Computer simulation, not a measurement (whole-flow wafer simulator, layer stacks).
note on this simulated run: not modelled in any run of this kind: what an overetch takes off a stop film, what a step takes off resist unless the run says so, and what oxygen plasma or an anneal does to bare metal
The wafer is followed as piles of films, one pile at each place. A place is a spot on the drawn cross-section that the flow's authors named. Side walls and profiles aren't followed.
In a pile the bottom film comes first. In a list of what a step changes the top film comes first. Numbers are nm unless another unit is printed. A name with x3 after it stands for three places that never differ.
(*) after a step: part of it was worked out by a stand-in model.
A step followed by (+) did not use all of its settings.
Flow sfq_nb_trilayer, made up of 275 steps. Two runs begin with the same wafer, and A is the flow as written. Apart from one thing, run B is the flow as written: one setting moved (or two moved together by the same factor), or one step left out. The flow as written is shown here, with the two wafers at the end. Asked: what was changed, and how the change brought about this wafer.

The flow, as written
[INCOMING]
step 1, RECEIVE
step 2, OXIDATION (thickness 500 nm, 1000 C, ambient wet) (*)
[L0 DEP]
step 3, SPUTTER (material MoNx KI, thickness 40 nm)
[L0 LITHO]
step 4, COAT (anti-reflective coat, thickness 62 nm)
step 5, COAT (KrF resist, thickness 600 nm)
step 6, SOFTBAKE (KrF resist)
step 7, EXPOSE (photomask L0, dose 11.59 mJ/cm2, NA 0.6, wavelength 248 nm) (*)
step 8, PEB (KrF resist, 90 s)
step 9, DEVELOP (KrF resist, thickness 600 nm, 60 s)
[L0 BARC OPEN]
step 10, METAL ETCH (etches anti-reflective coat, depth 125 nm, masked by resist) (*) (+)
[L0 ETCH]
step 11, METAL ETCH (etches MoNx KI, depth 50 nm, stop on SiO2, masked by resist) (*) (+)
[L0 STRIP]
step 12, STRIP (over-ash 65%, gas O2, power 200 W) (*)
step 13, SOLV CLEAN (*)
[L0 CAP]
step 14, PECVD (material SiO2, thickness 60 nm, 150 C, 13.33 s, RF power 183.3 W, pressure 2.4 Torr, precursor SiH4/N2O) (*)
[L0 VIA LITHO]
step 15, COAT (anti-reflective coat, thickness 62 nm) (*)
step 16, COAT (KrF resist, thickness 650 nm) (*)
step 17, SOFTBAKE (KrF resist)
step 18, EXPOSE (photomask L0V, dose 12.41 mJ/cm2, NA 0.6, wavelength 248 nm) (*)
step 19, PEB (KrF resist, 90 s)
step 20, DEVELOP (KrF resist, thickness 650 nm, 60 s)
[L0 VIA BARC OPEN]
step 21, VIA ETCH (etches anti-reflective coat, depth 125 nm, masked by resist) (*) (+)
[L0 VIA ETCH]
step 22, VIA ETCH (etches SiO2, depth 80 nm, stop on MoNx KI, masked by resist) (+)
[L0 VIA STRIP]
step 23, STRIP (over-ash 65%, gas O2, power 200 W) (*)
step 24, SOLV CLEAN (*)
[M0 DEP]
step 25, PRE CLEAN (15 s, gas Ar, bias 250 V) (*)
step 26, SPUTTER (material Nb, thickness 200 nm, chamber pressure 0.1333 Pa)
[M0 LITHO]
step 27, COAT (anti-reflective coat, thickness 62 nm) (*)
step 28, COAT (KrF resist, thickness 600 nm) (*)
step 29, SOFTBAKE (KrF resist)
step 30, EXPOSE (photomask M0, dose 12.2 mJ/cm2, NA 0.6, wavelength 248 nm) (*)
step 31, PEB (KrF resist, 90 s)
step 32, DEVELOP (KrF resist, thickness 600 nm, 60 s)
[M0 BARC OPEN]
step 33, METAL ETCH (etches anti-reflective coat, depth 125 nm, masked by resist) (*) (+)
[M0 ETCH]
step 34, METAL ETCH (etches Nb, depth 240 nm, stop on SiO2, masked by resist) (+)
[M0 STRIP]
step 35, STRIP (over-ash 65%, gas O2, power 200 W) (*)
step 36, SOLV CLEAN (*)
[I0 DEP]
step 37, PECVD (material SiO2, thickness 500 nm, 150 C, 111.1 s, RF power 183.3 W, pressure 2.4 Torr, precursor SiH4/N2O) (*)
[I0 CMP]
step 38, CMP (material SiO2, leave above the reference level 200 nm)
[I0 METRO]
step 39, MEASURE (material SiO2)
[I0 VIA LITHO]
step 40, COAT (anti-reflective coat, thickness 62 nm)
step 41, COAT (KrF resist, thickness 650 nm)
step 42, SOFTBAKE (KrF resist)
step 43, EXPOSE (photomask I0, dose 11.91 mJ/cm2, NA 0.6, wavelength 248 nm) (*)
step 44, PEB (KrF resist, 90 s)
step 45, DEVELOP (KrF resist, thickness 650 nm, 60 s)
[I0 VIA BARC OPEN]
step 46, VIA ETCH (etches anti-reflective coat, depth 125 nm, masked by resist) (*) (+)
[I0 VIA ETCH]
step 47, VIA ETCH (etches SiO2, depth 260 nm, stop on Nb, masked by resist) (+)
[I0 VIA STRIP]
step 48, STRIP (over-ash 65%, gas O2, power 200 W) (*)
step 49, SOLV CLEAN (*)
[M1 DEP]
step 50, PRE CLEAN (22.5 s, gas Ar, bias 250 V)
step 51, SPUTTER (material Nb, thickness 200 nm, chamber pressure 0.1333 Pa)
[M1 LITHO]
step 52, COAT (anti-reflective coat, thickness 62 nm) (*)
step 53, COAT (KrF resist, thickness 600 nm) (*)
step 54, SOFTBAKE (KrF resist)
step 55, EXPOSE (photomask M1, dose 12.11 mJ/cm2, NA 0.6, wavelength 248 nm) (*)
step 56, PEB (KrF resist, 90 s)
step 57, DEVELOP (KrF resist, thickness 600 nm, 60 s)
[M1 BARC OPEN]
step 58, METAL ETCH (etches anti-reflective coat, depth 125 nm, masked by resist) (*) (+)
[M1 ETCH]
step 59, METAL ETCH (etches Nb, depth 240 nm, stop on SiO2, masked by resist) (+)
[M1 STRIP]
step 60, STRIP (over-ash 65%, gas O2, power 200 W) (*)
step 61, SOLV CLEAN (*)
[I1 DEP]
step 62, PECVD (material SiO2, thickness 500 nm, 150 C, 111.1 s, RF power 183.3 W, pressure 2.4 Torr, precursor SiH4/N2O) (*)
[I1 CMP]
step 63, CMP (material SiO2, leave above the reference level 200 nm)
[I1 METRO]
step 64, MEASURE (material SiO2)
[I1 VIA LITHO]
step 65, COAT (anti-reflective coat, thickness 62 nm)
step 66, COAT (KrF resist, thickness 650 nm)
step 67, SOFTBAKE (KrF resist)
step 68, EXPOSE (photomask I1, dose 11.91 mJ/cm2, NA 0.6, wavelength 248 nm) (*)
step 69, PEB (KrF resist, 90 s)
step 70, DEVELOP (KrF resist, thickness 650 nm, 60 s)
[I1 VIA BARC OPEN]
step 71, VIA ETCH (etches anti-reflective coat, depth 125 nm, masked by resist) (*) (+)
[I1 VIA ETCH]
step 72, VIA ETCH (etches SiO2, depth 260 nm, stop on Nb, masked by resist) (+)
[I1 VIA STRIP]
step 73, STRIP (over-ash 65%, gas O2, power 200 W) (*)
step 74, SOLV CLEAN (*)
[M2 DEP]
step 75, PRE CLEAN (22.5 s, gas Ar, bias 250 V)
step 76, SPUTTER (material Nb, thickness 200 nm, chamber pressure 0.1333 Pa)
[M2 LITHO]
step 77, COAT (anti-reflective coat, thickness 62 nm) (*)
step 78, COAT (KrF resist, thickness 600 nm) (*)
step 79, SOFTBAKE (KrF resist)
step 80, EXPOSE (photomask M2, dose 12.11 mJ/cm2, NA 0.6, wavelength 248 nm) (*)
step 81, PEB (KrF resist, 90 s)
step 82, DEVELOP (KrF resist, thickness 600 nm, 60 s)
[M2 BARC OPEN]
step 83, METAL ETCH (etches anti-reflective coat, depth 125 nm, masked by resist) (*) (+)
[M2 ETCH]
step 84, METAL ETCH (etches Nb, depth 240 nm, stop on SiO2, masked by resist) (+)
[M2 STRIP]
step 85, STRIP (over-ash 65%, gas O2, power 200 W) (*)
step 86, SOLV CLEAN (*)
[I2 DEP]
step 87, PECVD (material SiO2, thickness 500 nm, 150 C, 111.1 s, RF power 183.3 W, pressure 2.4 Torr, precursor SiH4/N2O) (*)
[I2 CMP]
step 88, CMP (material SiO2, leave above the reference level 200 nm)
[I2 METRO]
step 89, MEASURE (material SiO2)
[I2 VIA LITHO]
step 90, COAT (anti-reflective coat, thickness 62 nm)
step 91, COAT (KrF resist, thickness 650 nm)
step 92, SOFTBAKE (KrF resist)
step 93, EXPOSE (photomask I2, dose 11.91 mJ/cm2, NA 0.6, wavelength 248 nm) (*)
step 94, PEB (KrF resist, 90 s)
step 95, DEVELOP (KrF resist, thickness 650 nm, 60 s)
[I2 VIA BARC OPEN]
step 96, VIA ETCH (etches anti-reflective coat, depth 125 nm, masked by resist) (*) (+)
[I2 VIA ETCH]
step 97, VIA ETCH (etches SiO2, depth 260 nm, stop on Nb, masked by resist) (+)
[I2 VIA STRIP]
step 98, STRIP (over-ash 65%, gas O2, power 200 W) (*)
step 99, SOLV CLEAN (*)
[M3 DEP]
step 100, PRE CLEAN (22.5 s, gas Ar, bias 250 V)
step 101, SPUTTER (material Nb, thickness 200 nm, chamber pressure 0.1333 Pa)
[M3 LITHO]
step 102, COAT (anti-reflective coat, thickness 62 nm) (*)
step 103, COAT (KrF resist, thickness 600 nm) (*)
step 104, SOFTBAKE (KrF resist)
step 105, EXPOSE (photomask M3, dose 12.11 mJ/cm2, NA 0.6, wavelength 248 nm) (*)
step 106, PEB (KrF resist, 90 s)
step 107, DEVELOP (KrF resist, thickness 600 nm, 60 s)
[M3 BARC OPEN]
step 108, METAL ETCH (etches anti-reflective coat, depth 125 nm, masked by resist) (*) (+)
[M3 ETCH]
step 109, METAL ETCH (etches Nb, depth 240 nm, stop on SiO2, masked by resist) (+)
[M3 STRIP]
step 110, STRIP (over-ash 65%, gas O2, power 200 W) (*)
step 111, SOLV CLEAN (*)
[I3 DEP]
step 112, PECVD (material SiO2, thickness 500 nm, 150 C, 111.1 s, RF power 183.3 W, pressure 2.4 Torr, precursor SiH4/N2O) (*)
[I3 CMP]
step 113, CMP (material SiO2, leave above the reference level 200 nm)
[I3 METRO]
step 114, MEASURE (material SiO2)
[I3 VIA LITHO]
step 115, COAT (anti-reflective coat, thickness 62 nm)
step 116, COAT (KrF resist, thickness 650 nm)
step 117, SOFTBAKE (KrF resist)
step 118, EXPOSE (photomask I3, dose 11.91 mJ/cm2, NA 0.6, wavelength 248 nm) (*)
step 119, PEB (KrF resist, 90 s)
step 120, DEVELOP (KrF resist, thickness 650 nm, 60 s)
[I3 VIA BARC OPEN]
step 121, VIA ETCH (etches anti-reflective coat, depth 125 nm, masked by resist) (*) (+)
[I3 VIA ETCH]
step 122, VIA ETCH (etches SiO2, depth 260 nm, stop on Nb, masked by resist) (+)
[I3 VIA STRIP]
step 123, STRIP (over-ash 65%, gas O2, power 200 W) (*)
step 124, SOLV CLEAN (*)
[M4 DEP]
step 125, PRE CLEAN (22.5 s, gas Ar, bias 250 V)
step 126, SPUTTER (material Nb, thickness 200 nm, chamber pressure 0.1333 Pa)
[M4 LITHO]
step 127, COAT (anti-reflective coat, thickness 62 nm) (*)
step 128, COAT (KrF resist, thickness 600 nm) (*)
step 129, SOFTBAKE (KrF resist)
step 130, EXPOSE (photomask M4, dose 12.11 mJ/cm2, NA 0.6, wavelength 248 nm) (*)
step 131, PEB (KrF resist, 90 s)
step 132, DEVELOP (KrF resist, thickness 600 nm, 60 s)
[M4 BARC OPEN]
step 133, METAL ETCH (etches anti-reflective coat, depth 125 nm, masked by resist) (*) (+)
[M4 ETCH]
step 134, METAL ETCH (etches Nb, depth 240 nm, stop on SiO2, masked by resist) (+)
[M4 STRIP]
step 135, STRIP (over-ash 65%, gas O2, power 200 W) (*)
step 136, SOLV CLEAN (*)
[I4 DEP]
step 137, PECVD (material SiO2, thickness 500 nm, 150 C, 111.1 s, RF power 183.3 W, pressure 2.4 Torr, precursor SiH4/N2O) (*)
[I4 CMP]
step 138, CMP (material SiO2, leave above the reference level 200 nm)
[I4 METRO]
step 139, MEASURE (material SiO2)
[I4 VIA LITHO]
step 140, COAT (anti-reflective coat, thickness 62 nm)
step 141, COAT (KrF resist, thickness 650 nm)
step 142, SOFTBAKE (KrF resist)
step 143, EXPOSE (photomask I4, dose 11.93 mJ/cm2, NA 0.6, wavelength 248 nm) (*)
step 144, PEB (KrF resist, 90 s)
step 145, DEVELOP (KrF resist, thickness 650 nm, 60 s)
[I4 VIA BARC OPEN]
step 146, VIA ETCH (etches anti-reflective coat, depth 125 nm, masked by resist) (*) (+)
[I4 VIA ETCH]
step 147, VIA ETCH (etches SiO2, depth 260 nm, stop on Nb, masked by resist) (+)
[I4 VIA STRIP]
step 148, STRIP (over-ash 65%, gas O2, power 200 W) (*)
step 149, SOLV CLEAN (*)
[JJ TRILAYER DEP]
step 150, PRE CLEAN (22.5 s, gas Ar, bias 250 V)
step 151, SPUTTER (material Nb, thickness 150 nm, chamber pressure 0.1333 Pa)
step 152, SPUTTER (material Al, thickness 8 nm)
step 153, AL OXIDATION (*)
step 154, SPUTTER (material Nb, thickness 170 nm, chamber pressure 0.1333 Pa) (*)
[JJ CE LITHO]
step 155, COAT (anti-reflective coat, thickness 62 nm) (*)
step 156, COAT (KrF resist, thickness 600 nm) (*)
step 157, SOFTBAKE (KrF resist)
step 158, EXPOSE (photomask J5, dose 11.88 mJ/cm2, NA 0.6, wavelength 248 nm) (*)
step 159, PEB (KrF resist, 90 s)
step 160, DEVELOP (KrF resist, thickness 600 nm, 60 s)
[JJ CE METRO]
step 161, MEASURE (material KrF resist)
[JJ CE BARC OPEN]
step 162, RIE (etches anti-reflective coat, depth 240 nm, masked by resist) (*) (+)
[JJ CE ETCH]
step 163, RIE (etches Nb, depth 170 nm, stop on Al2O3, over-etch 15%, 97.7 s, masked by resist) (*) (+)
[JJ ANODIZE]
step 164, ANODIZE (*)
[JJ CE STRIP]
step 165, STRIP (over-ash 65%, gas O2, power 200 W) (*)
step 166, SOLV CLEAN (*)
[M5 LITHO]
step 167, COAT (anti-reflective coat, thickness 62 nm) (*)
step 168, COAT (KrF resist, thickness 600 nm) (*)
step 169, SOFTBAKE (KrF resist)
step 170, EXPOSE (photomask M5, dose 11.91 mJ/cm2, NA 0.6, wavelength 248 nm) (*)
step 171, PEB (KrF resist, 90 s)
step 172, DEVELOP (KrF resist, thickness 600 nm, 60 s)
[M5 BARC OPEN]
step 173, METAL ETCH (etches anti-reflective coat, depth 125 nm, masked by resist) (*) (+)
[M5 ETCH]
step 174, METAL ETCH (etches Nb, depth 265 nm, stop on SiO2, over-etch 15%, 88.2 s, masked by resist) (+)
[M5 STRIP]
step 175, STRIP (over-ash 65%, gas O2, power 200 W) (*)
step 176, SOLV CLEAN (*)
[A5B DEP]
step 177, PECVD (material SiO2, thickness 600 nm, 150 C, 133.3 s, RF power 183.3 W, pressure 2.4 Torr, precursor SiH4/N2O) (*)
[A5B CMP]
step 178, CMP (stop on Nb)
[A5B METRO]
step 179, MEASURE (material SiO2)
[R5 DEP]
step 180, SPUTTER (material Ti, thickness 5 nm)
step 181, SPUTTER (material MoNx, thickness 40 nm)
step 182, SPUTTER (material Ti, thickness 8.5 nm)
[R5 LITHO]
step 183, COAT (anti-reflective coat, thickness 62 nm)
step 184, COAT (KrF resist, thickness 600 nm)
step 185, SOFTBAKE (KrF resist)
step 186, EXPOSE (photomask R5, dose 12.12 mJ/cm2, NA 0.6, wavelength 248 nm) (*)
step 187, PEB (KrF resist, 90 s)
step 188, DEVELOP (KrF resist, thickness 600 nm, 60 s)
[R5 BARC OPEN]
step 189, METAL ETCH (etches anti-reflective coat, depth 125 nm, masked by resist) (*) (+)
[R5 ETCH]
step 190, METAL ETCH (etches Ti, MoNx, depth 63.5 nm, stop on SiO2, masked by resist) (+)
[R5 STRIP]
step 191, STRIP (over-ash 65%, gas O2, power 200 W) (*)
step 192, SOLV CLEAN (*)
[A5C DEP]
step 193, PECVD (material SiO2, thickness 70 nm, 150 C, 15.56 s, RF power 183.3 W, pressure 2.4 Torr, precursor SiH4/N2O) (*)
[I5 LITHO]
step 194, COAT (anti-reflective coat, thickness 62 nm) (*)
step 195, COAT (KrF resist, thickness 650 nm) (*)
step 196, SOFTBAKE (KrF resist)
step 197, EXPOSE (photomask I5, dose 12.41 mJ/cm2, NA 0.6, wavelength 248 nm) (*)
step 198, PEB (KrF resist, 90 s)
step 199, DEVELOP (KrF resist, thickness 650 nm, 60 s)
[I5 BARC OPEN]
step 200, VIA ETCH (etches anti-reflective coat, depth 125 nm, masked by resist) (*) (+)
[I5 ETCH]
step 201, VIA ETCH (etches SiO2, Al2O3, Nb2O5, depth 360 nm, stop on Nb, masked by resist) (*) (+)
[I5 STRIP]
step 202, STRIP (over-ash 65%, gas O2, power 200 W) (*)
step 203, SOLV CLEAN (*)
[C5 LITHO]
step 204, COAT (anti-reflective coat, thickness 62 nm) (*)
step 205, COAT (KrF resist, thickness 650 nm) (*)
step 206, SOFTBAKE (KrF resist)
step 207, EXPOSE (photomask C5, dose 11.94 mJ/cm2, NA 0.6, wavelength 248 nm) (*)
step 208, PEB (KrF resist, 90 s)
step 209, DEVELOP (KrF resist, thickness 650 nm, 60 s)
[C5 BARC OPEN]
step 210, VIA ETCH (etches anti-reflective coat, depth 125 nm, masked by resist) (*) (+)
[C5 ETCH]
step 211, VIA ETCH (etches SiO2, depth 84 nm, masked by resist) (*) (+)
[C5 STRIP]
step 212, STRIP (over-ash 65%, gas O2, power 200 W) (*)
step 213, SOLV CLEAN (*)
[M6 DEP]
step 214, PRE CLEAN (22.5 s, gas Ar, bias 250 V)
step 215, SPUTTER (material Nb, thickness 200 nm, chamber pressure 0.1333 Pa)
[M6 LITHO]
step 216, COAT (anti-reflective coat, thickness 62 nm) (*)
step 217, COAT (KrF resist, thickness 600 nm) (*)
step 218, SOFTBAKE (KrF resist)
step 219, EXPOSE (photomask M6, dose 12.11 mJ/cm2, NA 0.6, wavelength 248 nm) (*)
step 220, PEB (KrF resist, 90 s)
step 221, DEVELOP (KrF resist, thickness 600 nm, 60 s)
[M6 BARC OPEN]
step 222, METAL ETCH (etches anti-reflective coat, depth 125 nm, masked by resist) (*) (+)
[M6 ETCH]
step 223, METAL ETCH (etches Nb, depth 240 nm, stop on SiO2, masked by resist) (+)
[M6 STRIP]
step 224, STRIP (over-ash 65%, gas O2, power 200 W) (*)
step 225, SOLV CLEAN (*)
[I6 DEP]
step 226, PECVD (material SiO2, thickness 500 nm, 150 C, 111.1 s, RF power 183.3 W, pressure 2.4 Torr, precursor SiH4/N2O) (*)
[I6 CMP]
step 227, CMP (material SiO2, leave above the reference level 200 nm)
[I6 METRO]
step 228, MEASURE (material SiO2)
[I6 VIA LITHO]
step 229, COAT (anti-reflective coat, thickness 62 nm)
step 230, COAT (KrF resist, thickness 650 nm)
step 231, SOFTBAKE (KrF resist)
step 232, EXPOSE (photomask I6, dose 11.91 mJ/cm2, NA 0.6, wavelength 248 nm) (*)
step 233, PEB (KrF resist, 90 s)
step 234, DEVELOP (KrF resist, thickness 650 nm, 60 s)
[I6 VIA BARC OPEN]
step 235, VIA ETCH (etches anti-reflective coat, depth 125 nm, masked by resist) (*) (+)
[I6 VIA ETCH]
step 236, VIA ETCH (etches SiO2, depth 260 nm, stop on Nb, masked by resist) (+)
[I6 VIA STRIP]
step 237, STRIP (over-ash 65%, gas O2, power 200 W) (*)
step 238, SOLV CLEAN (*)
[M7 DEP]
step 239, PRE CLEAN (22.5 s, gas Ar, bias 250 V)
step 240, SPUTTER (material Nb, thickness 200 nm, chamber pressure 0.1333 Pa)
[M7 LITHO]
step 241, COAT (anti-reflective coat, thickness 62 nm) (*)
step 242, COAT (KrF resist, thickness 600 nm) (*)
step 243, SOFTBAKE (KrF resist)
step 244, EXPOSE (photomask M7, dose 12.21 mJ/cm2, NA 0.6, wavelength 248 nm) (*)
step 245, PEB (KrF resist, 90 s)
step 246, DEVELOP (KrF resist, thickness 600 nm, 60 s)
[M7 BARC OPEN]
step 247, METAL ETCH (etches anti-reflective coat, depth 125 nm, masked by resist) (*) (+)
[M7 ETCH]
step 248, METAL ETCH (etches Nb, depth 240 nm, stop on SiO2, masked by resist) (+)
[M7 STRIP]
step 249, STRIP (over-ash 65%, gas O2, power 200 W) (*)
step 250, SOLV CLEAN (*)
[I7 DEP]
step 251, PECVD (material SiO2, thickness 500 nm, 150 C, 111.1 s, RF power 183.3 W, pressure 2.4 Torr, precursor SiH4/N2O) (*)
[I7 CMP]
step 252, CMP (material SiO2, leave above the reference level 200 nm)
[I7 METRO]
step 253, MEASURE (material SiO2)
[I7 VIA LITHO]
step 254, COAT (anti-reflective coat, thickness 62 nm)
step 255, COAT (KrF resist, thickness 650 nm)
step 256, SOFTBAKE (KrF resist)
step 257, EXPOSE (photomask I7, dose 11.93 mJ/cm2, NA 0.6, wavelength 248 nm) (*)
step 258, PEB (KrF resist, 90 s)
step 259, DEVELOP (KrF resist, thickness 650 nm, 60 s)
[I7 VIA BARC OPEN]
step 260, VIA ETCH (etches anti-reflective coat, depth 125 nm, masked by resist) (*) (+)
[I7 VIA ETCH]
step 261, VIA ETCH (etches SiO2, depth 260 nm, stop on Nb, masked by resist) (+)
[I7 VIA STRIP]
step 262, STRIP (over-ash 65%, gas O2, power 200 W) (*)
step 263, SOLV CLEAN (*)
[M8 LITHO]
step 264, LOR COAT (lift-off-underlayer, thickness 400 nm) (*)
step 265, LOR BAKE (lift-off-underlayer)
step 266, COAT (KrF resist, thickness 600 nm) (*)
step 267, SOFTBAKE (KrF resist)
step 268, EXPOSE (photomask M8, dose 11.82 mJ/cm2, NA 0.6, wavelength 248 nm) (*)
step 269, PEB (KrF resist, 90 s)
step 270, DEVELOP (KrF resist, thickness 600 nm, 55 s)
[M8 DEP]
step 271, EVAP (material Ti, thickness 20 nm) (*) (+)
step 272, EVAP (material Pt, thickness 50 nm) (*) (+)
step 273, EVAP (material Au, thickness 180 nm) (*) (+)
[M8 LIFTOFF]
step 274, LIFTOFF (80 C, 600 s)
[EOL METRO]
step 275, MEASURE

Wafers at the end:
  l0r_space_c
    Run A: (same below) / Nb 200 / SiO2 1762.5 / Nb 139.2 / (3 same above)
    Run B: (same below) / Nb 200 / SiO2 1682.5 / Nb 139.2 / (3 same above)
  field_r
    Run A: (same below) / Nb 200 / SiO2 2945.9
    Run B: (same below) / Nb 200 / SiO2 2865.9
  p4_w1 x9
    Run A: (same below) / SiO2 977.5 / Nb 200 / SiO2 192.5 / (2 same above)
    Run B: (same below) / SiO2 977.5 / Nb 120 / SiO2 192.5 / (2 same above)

What caused this: step 101, SPUTTER: thickness 120 nm was run, while the flow as written has thickness 200 nm.
The wafer itself shows it: p4_w1 x9 has Nb 120, and step 101 as written asks for 200 nm.

The path from the change to this, step by step:
  step 101, SPUTTER (material Nb, thickness 200 nm, chamber pressure 0.1333 Pa)
      field_l, v_sur, via_wl and 102 more: A +200 Nb (new film) | B +120 Nb (new film)
      via_w: A +165.5 Nb | B +99 Nb
  step 102, COAT (anti-reflective coat, thickness 62 nm) (*)
      via_wl, via_wr: A +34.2 anti-reflective coat (new film) | B +32.5 anti-reflective coat (new film)
      via_w: A +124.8 anti-reflective coat (new film) | B +120.7 anti-reflective coat (new film)
  step 109, METAL ETCH (etches Nb, depth 240 nm, stop on SiO2, masked by resist) (+)
      field_l, be, be_sur and 72 more: A -200 Nb (all of it) | B -120 Nb (all of it)
      v_sur, via_wl, via_w and 28 more: A -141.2 KrF resist | B -105.9 KrF resist
  step 110, STRIP (over-ash 65%, gas O2, power 200 W) (*)
      p4_w1 x9, wl_j_sl, wl_jj and 13 more: A -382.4 KrF resist (all of it), -62 anti-reflective coat (all of it) | B -417.7 KrF resist (all of it), -62 anti-reflective coat (all of it)
      via_wl, via_wr: A -384.2 KrF resist (all of it), -34.2 anti-reflective coat (all of it) | B -422 KrF resist (all of it), -32.5 anti-reflective coat (all of it)
      (and at 5 other places as well)
  step 112, PECVD (material SiO2, thickness 500 nm, 150 C, 111.1 s, RF power 183.3 W, pressure 2.4 Torr, precursor SiH4/N2O) (*)
      p4_g1 x2, p3_s0 x6: A +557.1 SiO2 | B +500 SiO2
      via_w: A +615 SiO2 (new film) | B +593.3 SiO2 (new film)
  step 113, CMP (material SiO2, leave above the reference level 200 nm)
      field_l, be, be_sur and 64 more: A -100 SiO2 | B -180 SiO2
      p4_g1 x2, p3_s0 x6: A -157.1 SiO2 | B -180 SiO2
      (and at 1 other place as well)
